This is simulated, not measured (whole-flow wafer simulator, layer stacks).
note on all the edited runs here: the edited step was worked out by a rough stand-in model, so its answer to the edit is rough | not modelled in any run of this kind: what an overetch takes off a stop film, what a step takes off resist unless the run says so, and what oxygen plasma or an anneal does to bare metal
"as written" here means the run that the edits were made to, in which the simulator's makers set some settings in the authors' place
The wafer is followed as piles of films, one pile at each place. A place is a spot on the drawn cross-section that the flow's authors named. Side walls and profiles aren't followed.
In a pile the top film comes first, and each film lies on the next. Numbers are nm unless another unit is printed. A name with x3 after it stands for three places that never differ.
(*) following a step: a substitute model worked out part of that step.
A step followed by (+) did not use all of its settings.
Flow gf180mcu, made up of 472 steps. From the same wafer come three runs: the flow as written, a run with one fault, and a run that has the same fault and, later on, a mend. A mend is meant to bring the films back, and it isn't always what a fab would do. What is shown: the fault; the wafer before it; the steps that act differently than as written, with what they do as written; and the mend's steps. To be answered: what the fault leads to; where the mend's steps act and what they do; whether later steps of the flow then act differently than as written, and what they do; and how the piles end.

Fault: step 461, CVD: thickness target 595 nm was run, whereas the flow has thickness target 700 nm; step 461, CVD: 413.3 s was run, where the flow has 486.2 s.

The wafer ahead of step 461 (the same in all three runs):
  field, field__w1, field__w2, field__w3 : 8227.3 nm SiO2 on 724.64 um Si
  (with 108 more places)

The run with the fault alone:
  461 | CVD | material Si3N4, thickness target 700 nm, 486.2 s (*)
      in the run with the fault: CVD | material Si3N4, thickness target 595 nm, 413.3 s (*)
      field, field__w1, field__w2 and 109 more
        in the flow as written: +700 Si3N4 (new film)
        in the run with the fault: +595 Si3N4 (new film)
  Later steps of the flow acting differently than as written (4 other steps are not shown; they differ only slightly, by no more than 2% or 0.5 nm, whichever is larger):
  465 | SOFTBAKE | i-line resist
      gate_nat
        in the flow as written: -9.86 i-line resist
        in the run with the fault: -9.32 i-line resist
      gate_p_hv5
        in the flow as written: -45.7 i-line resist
        in the run with the fault: -44.6 i-line resist
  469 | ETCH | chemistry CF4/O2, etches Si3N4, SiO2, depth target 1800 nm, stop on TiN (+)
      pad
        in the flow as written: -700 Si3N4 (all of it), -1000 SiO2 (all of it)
        in the run with the fault: -595 Si3N4 (all of it), -1000 SiO2 (all of it)
  By the end, the piles at field, field__w1, field__w2 and 108 more depart from the flow's by more than 2% or 0.5 nm, whichever is larger.
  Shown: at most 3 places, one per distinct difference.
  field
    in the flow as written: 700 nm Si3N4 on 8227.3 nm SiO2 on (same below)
    in the run with the fault: 595 nm Si3N4 on 8227.3 nm SiO2 on (same below)
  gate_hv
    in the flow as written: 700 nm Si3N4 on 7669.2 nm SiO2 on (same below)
    in the run with the fault: 595 nm Si3N4 on 7669.2 nm SiO2 on (same below)
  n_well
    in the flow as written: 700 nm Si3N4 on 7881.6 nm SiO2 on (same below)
    in the run with the fault: 595 nm Si3N4 on 7881.6 nm SiO2 on (same below)

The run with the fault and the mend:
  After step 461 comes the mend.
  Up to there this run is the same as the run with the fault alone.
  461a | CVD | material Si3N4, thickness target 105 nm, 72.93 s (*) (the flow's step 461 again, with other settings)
      field, field__w1, field__w2 and 109 more
        +105.1 Si3N4
  Later steps of the flow that are run all act as written at every place that is followed, up to a difference of at most 2% or 0.5 nm, whichever is larger.
  When the end is reached, the piles differ only a little from the flow's at the places that both follow, at most by 2% or 0.5 nm, whichever is larger.
